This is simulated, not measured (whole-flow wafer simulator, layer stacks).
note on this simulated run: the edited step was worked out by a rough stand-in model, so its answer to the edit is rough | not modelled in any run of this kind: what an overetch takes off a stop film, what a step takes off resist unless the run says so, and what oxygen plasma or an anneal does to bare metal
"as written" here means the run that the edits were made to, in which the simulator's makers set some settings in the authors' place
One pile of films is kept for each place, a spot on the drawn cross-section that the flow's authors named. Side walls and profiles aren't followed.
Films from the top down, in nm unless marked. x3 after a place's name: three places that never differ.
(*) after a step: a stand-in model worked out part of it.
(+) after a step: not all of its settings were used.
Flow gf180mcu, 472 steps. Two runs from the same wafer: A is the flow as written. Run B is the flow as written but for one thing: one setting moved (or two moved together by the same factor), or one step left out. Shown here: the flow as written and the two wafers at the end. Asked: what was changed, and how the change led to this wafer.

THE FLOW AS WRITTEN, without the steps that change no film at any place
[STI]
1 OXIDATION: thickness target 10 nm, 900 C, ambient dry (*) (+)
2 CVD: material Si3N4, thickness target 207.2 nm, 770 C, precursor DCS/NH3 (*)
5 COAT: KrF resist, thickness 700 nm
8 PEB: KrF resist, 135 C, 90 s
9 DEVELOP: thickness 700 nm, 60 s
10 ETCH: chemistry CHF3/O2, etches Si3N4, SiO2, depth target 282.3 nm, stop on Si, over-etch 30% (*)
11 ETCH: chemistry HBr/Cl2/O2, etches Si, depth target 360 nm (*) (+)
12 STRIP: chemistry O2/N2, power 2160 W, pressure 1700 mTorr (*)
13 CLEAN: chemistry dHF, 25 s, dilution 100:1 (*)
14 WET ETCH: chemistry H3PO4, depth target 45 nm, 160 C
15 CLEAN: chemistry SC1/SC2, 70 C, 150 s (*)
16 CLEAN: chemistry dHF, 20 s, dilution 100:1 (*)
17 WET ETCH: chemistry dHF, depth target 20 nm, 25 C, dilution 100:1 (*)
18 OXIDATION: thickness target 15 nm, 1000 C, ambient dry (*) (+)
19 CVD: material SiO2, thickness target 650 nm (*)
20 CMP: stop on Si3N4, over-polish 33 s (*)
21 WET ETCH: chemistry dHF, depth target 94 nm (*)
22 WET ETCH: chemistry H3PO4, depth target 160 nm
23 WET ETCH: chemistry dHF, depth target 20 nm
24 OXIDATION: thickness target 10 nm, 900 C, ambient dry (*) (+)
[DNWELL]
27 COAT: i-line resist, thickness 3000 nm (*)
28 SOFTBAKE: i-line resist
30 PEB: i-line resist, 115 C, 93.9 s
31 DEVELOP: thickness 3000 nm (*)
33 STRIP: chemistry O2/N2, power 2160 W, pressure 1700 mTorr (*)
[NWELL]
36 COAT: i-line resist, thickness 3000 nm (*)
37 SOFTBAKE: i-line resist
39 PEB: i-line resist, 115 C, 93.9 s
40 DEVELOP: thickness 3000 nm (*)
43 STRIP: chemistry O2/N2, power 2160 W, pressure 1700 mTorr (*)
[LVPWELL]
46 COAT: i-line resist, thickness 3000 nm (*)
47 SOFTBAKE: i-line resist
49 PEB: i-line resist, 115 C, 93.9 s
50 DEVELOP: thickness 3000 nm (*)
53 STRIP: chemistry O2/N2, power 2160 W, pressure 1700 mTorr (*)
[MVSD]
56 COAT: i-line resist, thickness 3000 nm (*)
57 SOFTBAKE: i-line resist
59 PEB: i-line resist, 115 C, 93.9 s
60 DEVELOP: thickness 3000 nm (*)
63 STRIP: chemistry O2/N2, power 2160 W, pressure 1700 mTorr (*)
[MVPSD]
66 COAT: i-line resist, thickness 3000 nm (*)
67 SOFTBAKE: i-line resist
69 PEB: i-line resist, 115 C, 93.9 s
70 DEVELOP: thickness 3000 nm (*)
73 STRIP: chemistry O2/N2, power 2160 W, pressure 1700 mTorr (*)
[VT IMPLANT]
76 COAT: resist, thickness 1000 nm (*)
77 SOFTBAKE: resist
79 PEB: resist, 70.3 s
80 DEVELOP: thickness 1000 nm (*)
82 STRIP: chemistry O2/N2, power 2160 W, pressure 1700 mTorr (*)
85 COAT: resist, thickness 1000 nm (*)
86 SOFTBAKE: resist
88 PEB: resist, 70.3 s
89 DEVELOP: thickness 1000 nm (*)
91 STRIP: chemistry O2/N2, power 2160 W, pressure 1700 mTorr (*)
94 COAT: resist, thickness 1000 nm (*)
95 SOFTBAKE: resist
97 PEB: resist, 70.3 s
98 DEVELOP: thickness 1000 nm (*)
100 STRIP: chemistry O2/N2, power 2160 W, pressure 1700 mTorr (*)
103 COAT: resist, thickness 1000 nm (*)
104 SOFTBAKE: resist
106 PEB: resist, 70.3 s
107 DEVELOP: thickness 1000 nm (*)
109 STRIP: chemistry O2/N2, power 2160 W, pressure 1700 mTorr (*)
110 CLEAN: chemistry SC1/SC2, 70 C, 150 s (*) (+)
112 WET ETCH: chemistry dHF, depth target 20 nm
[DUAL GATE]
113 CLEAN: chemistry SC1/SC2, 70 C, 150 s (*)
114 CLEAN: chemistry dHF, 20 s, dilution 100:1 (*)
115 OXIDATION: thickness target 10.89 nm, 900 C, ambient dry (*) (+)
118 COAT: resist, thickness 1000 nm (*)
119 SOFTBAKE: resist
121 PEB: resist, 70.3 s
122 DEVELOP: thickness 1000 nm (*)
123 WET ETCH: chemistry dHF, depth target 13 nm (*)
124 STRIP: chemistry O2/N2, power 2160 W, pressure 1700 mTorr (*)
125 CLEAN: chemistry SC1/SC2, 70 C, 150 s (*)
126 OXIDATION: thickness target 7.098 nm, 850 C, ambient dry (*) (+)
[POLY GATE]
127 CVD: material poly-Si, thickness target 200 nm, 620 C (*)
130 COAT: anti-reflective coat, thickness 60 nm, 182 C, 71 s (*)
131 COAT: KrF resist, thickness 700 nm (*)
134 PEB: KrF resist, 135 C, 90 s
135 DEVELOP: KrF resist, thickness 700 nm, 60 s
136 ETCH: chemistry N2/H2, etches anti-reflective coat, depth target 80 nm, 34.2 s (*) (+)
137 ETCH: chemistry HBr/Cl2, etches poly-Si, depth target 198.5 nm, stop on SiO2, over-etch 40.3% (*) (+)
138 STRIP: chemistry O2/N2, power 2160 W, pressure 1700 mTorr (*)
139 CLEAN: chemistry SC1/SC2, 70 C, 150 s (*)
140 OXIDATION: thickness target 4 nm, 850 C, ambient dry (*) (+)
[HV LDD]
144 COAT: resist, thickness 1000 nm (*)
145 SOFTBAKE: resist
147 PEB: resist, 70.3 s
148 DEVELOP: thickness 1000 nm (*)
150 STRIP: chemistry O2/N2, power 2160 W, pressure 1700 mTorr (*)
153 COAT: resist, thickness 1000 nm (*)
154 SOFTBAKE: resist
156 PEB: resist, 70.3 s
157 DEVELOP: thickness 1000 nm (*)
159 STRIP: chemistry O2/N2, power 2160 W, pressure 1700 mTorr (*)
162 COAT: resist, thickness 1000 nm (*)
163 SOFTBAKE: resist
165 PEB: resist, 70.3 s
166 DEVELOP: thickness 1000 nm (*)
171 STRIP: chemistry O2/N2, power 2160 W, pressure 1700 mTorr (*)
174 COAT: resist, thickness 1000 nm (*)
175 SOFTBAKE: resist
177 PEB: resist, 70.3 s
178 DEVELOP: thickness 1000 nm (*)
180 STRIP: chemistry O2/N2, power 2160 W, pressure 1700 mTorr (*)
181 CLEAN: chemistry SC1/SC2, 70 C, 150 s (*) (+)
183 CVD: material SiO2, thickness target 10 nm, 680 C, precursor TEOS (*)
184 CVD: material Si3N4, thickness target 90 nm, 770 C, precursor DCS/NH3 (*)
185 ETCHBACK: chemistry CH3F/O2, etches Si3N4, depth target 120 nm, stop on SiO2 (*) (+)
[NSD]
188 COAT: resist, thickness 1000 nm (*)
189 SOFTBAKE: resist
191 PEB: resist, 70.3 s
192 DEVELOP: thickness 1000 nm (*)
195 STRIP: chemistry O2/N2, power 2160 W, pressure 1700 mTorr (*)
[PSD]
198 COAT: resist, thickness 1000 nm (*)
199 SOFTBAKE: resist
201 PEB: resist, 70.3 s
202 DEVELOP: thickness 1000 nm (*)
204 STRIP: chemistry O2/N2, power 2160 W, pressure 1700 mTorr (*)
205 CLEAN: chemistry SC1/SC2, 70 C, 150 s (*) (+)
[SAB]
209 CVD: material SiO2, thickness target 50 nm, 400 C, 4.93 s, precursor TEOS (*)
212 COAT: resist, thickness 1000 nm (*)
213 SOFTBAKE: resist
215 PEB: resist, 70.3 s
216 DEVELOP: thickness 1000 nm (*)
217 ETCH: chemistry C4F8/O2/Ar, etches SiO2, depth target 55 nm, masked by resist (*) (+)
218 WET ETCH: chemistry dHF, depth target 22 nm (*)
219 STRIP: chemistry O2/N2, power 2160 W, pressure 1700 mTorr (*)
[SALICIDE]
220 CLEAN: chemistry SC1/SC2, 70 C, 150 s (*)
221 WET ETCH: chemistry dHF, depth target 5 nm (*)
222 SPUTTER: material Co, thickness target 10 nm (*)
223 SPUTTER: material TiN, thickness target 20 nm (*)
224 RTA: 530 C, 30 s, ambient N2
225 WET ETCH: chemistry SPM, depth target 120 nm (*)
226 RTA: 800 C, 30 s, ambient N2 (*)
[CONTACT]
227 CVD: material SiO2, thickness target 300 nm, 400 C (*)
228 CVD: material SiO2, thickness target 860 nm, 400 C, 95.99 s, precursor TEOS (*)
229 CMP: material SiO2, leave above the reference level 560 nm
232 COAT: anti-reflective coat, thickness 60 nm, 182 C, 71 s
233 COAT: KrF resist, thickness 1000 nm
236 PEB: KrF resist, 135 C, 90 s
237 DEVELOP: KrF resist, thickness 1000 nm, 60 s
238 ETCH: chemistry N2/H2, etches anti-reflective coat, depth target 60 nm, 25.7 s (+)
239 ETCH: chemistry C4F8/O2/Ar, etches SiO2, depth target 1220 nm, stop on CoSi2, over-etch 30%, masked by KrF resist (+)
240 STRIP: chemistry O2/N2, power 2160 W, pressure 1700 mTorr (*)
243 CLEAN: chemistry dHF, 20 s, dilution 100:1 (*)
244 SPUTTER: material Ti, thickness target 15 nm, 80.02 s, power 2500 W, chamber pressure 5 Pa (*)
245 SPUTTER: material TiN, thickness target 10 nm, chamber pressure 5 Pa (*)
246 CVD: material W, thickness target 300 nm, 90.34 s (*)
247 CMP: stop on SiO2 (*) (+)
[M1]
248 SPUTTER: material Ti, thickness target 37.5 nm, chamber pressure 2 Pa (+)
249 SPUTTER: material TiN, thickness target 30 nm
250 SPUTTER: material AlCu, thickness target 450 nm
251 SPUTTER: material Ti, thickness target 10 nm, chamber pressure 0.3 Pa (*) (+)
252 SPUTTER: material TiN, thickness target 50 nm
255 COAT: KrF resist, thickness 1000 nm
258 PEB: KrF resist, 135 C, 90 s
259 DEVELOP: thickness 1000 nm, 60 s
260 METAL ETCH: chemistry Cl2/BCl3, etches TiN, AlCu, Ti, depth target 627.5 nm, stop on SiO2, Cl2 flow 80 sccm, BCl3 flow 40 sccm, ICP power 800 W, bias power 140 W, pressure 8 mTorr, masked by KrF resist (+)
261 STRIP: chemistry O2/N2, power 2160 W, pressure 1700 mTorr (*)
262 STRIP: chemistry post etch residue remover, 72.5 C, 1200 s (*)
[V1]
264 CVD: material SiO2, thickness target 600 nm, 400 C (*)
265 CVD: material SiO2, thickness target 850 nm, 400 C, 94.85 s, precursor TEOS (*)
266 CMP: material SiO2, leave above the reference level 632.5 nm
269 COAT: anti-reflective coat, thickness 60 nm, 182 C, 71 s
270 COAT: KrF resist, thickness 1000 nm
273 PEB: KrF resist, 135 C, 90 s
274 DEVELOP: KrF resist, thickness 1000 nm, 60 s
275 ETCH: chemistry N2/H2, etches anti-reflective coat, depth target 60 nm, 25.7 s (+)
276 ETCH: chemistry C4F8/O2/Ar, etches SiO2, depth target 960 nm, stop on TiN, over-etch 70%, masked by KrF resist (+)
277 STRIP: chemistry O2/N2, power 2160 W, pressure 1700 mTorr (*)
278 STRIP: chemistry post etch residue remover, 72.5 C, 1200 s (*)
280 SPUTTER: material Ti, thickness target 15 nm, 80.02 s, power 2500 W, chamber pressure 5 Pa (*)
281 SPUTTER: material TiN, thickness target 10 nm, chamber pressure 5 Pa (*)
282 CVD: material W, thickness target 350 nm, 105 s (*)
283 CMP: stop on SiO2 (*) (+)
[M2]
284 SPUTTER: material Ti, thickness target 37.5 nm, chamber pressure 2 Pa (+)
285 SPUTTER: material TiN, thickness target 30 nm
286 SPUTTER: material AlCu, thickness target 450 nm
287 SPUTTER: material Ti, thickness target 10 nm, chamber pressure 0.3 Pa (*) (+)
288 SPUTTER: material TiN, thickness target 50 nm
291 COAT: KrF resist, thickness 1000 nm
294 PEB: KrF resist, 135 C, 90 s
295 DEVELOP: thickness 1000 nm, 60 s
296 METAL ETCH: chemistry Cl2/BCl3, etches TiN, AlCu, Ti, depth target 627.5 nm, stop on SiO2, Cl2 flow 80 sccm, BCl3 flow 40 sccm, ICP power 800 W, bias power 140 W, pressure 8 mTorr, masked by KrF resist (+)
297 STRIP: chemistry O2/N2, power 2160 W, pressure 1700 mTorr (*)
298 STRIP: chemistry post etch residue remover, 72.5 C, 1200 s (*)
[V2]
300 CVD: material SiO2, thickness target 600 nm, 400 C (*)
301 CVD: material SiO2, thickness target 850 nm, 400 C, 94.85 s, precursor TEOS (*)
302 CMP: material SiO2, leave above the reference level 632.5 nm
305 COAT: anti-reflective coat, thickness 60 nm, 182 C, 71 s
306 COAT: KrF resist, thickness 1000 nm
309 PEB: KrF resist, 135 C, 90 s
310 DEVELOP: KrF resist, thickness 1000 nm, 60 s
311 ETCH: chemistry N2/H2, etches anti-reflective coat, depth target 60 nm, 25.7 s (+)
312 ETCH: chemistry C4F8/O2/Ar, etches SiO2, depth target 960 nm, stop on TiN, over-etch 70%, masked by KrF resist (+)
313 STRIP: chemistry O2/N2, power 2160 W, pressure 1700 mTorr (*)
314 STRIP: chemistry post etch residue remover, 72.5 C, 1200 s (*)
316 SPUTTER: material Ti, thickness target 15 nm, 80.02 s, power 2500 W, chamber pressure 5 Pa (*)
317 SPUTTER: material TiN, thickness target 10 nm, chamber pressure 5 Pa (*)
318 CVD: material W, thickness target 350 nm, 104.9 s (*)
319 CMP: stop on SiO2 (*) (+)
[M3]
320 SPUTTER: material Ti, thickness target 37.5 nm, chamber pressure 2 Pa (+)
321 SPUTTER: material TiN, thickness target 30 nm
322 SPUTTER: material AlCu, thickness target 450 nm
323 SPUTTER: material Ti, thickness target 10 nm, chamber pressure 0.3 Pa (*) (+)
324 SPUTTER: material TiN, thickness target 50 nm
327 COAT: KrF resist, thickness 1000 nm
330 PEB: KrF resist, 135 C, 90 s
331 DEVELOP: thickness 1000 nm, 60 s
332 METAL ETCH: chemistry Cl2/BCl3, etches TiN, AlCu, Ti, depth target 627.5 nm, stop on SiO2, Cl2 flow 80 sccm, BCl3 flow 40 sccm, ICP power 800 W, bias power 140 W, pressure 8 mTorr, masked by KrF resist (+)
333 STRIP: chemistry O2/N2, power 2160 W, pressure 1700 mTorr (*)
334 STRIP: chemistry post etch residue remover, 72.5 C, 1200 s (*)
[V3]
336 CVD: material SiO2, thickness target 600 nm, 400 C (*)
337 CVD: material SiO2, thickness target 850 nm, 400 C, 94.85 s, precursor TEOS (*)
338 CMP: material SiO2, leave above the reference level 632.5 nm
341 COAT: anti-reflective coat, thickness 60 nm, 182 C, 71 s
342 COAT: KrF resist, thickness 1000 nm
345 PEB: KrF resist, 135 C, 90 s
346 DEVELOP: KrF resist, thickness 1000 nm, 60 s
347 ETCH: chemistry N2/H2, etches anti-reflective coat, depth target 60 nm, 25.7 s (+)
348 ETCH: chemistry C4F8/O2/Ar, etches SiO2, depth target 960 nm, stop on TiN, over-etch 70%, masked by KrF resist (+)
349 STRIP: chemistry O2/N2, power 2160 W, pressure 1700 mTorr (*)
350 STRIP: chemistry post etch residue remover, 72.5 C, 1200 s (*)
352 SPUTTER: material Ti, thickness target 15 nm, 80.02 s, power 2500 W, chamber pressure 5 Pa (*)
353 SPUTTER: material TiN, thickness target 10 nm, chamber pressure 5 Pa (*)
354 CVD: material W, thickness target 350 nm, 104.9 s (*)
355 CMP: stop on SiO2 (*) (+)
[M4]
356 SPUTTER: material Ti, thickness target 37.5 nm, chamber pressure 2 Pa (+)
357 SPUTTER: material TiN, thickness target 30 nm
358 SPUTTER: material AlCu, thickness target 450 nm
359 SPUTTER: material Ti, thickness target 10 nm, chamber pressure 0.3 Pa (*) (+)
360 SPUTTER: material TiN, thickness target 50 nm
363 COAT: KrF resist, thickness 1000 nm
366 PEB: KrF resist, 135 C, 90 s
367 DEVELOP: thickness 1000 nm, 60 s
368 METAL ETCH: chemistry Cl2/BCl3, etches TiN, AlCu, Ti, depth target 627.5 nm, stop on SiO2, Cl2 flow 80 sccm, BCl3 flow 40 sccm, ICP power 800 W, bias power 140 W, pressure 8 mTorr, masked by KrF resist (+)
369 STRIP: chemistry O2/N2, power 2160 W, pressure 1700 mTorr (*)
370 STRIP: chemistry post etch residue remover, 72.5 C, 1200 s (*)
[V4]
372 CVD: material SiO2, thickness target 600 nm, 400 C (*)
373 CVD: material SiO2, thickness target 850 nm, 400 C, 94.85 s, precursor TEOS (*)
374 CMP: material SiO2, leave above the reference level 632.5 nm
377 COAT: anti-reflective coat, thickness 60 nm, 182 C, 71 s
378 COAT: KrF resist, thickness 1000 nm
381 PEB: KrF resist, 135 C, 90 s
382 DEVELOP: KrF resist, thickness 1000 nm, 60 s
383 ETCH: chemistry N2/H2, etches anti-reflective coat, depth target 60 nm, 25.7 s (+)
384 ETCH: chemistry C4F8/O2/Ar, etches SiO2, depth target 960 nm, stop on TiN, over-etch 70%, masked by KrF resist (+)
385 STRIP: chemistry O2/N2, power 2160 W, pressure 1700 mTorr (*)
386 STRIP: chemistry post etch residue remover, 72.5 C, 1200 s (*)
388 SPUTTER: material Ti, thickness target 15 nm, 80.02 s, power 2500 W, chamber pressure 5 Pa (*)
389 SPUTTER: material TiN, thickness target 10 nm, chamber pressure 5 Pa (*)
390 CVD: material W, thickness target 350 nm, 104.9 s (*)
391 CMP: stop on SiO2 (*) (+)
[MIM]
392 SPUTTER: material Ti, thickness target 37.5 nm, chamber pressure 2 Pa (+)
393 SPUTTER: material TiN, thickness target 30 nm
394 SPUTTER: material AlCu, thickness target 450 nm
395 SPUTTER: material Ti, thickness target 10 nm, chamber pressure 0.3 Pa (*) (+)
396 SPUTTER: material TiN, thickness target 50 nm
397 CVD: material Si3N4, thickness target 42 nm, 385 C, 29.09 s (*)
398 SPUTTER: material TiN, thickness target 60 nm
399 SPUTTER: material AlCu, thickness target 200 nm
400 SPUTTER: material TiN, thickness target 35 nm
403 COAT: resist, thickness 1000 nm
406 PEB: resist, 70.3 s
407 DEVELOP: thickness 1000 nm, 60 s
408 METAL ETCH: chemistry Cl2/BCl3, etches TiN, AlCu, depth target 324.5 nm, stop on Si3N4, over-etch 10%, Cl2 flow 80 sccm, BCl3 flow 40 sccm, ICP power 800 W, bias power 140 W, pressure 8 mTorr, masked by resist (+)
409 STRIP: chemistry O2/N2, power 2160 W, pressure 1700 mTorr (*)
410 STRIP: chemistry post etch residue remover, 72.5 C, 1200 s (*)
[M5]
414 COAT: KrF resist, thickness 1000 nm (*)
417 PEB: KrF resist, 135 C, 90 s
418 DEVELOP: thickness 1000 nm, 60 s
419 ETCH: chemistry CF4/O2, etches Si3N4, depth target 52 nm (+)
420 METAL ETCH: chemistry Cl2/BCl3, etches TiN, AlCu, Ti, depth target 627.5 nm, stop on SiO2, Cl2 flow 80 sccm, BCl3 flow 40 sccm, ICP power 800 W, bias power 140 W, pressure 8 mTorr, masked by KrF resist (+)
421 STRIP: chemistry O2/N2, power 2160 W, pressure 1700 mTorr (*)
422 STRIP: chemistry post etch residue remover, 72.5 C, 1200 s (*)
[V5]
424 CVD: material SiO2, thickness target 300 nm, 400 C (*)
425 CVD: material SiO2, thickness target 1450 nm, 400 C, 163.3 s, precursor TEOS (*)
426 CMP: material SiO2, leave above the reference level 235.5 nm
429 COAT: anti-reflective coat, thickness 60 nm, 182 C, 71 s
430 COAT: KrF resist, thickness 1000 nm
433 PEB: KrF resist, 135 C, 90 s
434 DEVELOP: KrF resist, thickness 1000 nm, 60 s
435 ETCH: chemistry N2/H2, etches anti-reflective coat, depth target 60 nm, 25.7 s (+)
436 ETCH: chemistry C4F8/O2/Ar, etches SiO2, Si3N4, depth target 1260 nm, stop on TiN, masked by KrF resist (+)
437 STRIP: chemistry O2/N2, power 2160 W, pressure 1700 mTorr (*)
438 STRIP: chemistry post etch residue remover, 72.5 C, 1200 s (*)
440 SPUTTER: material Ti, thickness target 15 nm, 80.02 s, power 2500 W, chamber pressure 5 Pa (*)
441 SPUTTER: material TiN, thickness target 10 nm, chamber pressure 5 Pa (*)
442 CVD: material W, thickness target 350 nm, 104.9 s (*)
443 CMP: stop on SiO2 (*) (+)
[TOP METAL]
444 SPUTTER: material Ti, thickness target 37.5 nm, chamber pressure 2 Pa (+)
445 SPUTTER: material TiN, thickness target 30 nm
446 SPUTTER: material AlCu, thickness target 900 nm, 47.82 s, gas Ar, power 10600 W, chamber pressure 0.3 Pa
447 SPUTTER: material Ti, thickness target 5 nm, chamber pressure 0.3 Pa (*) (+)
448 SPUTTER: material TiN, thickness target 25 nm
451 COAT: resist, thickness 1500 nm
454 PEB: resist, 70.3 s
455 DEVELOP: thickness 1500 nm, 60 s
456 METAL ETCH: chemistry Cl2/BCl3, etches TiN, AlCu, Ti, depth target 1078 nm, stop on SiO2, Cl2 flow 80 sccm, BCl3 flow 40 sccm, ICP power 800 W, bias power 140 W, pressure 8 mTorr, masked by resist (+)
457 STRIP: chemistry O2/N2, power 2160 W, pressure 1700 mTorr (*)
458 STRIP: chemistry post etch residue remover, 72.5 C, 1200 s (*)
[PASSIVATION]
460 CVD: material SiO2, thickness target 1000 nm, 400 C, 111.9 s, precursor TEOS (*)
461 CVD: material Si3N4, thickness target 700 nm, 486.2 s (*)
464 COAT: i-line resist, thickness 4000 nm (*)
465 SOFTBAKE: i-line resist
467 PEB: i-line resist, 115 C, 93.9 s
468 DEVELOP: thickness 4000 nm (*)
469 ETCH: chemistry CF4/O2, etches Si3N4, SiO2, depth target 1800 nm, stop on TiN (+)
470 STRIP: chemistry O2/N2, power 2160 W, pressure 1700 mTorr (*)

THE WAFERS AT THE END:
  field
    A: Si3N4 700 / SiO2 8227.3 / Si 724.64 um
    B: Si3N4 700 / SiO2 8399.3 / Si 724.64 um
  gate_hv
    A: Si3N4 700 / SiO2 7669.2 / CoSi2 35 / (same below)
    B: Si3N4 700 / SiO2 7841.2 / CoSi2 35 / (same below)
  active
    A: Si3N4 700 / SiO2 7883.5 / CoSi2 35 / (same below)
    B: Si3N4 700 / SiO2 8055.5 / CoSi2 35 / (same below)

The cause: step 424, CVD: thickness target 472 nm was run, where the flow has thickness target 300 nm.

How the change led to this, step by step:
  424 CVD: material SiO2, thickness target 300 nm, 400 C (*)
      field, field__w1, field__w2 and 101 more: A SiO2 +300 | B SiO2 +472
      field__w4, field__w8, contact, m1, m1__w1, mim, mim_1p0, m1_nw: A SiO2 +300 (new film) | B SiO2 +472 (new film)
  436 ETCH: chemistry C4F8/O2/Ar, etches SiO2, Si3N4, depth target 1260 nm, stop on TiN, masked by KrF resist (+)
      contact: A SiO2 -829.9 (all of it), Si3N4 -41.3 (all of it) | B SiO2 -1001.9 (all of it), Si3N4 -41.3 (all of it)
  440 SPUTTER: material Ti, thickness target 15 nm, 80.02 s, power 2500 W, chamber pressure 5 Pa (*)
      contact: A Ti +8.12 (new film) | B Ti +7.36 (new film)
  442 CVD: material W, thickness target 350 nm, 104.9 s (*)
      contact: A W +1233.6 (new film) | B W +1406.8 (new film)
